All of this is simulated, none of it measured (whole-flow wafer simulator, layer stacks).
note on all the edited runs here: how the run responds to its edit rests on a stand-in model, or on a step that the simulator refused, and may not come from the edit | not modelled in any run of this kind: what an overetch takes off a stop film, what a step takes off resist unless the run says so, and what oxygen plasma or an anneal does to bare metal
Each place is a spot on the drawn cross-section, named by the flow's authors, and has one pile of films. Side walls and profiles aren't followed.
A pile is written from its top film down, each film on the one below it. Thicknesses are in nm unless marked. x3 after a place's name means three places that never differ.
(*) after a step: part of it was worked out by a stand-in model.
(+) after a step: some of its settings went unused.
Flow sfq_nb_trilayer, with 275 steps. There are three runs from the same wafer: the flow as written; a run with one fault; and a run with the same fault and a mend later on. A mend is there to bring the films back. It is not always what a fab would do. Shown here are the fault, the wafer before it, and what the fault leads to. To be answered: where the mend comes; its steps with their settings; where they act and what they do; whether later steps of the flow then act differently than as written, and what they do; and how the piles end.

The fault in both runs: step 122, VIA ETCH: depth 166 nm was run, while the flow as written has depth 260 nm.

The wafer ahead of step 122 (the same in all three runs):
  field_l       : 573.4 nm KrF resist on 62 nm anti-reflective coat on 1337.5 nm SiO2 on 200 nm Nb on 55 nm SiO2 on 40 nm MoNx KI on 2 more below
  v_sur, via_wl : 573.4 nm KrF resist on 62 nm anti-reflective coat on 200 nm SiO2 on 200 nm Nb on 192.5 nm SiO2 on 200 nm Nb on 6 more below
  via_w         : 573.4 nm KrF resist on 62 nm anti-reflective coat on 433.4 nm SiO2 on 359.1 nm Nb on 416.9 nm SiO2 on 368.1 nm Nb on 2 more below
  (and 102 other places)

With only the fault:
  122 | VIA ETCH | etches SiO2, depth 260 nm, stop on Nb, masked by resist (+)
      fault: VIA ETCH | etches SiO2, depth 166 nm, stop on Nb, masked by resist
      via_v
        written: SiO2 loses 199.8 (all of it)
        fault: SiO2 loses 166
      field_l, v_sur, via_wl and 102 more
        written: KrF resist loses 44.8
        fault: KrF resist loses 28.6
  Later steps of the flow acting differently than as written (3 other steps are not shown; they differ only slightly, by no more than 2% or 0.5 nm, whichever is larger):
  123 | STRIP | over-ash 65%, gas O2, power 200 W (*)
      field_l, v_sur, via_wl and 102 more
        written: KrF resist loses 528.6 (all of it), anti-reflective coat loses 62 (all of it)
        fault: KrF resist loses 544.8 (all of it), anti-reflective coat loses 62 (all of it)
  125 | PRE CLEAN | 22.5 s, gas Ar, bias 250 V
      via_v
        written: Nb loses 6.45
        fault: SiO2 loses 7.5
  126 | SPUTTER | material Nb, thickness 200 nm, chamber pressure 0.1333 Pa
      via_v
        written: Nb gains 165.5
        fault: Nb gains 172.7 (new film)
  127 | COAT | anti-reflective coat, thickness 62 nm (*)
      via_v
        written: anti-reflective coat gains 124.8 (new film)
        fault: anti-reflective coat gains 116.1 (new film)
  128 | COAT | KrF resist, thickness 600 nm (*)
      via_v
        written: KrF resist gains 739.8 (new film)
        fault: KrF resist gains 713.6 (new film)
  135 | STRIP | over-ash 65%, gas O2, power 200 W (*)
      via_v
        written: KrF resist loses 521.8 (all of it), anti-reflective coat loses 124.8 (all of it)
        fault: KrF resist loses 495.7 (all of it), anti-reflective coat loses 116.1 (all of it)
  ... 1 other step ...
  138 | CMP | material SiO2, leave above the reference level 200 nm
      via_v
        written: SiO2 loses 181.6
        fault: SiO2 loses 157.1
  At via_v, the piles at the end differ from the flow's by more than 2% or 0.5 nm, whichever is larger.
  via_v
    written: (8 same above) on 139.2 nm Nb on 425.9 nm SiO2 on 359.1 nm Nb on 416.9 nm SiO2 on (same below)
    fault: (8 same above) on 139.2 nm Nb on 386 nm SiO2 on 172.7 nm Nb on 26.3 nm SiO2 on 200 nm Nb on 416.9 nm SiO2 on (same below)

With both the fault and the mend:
  The mend stands after step 123.
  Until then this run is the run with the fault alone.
  123a | COAT | anti-reflective coat, thickness 62 nm (*) (the flow's step 115, run once more)
      p4_fl x3, p4_w1 x9, p4_g1 x2 and 63 more
        anti-reflective coat gains 62 (new film)
      r_end, moat, field_r and 7 more
        anti-reflective coat gains 61.8 (new film)
      sp_r, be_r, r_sur, res
        anti-reflective coat gains 61.7 (new film)
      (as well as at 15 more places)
  123b | COAT | KrF resist, thickness 650 nm (*) (the flow's step 116, run once more)
      p4_fl x3, p4_w1 x9, p4_g1 x2 and 63 more
        KrF resist gains 650 (new film)
      field_r, lsp_l, ln_m5, lsp_m, ln_m6, lsp_r, l0_sur, l0v
        KrF resist gains 649.6 (new film)
      res, r_end, moat
        KrF resist gains 649.5 (new film)
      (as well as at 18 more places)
  123c | SOFTBAKE | KrF resist (the flow's step 117, run once more)
      alters no film at any place that is followed
  123d | EXPOSE | photomask I3, dose 11.91 mJ/cm2, NA 0.6, wavelength 248 nm (*) (the flow's step 118, run once more)
      alters no film at any place that is followed
  123e | PEB | KrF resist, 90 s (the flow's step 119, run once more)
      c5j, ce_r, sp_r and 90 more
        KrF resist loses 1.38
      field_l, v_sur, via_wl and 7 more
        KrF resist loses 1.37
      via_wr, be
        KrF resist loses 1.36
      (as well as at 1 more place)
  123f | DEVELOP | KrF resist, thickness 650 nm, 60 s (the flow's step 120, run once more)
      field_l, v_sur, via_wl and 102 more
        KrF resist loses 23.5
      via_v
        KrF resist loses 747 (all of it)
  123g | VIA ETCH | etches anti-reflective coat, depth 125 nm, masked by resist (+) (the flow's step 121, run once more)
      field_l, v_sur, via_wl and 102 more
        KrF resist loses 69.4
      via_v
        anti-reflective coat loses 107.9 (all of it)
  123h | VIA ETCH | etches SiO2, depth 94 nm, stop on Nb, masked by resist (+) (the flow's step 122, run once more with other settings)
      field_l, v_sur, via_wl and 102 more
        KrF resist loses 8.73
      via_v
        SiO2 loses 33.8 (all of it)
  123i | STRIP | over-ash 65%, gas O2, power 200 W (*) (the flow's step 123, run once more)
      p4_fl x3, p4_w1 x9, p4_g1 x2 and 63 more
        KrF resist loses 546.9 (all of it), anti-reflective coat loses 62 (all of it)
      moat, field_r, lsp_l, ln_m5, l0v
        KrF resist loses 546.5 (all of it), anti-reflective coat loses 61.8 (all of it)
      lsp_m, ln_m6, lsp_r, l0_sur
        KrF resist loses 546.6 (all of it), anti-reflective coat loses 61.8 (all of it)
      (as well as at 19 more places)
  Every later step of the flow that is run acts as written at every place that is followed.
  At every place that both follow, the piles at the end match the flow's.
